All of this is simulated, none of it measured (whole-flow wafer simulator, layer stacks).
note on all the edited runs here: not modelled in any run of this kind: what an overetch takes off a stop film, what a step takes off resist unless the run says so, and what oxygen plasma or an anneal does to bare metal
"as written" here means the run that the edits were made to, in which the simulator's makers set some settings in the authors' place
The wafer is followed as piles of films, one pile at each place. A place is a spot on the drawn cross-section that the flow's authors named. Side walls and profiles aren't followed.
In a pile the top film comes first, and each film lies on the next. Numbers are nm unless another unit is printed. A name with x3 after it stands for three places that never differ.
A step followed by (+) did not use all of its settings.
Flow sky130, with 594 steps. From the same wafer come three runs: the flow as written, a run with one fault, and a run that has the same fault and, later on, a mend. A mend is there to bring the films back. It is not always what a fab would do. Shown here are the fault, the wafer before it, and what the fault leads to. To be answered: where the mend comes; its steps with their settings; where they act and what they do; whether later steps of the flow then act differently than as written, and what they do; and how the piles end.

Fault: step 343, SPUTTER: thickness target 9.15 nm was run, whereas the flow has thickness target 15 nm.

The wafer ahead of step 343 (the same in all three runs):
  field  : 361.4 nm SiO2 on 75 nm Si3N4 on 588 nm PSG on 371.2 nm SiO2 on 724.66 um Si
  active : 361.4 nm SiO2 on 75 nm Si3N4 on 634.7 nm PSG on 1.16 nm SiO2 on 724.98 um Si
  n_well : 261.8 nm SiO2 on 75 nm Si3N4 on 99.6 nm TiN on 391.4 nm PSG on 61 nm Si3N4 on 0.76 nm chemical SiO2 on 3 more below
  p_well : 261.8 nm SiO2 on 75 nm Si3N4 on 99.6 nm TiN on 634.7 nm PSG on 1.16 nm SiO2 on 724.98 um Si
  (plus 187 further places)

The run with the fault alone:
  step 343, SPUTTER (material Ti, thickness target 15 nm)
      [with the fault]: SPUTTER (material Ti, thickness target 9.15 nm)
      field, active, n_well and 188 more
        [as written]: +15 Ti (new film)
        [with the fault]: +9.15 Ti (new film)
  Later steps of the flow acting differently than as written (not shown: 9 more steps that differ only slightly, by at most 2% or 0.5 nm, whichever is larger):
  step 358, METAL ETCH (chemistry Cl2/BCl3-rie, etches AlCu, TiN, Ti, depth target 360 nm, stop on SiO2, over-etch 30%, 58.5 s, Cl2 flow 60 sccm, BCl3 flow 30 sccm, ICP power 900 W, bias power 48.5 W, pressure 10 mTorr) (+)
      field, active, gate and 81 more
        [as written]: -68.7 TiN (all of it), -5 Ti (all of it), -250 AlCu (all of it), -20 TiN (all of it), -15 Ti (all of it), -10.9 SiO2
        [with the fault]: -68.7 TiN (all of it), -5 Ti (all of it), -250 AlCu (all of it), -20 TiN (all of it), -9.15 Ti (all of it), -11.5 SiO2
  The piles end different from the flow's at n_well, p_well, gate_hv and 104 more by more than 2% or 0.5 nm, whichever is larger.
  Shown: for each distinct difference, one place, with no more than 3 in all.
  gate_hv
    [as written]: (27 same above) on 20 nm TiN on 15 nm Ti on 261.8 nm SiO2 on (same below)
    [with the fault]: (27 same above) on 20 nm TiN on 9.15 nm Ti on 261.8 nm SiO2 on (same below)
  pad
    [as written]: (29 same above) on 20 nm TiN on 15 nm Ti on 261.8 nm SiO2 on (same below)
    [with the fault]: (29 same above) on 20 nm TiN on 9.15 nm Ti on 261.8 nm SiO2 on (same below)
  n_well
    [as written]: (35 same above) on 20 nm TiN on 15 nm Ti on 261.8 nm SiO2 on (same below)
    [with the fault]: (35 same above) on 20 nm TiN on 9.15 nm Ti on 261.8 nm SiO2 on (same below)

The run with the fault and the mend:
  After step 343 comes the mend.
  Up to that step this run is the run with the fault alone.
  step 343a, SPUTTER (material Ti, thickness target 5.85 nm) (the flow's step 343, run once more with other settings)
      field, active, n_well and 188 more
        +5.85 Ti
  Every later step of the flow that is run acts as written at every place that is followed.
  At every place that both follow, the piles at the end match the flow's.
